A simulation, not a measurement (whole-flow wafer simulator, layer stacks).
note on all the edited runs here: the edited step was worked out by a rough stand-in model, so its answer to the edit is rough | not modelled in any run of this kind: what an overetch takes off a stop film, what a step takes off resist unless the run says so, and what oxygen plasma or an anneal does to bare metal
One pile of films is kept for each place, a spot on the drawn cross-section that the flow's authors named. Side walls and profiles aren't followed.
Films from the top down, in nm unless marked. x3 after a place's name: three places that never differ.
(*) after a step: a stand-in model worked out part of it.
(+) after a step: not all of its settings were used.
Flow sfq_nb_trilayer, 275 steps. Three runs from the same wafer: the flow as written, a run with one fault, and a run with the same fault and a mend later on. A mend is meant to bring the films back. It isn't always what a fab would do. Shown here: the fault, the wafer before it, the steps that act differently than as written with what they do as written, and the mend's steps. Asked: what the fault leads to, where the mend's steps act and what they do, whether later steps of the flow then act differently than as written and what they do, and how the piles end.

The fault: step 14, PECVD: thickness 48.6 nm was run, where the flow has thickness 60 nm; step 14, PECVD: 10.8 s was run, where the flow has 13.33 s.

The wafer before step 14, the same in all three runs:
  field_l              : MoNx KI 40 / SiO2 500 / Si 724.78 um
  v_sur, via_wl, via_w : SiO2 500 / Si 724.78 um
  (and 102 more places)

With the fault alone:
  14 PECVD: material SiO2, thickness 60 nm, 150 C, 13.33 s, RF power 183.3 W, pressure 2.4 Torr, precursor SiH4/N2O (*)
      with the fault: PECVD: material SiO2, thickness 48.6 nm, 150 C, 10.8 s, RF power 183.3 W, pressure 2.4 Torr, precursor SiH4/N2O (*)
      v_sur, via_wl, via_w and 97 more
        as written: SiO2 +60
        with the fault: SiO2 +48.6
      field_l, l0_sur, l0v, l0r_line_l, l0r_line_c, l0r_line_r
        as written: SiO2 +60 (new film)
        with the fault: SiO2 +48.6 (new film)
  Later steps of the flow that act differently than as written (8 more steps differ only slightly, by at most 2% or 0.5 nm, whichever is larger, and aren't shown):
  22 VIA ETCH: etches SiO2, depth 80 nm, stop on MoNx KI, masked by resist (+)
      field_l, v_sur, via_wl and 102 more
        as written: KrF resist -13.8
        with the fault: KrF resist -12.5
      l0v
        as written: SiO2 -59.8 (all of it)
        with the fault: SiO2 -48.4 (all of it)
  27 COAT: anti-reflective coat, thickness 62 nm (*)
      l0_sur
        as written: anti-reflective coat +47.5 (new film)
        with the fault: anti-reflective coat +48.8 (new film)
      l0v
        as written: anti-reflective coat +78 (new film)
        with the fault: anti-reflective coat +74.5 (new film)
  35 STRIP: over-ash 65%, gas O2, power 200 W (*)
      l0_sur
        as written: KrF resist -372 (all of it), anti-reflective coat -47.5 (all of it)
        with the fault: KrF resist -372.7 (all of it), anti-reflective coat -48.8 (all of it)
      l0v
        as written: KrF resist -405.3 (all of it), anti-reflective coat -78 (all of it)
        with the fault: KrF resist -398.1 (all of it), anti-reflective coat -74.5 (all of it)
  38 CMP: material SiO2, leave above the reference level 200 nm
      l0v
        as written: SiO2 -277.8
        with the fault: SiO2 -291.1
  At the end the piles differ from the flow's by more than 2% or 0.5 nm, whichever is larger, at field_l, v_sur, via_wl and 99 more.
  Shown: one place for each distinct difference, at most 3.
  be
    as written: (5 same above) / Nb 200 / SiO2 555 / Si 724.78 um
    with the fault: (5 same above) / Nb 200 / SiO2 543.6 / Si 724.78 um
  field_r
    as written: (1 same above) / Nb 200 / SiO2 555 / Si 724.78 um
    with the fault: (1 same above) / Nb 200 / SiO2 543.6 / Si 724.78 um
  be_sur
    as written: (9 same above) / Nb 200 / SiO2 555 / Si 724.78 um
    with the fault: (9 same above) / Nb 200 / SiO2 543.6 / Si 724.78 um

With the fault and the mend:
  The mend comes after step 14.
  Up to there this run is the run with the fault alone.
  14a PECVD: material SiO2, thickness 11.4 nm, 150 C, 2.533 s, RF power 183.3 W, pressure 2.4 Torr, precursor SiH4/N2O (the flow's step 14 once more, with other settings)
      field_l, v_sur, via_wl and 103 more
        SiO2 +11.4
  No later step of the flow acts differently than as written, at any place that is followed, by more than 2% or 0.5 nm, whichever is larger.
  At the end the piles are the same as the flow's at every place that both follow.
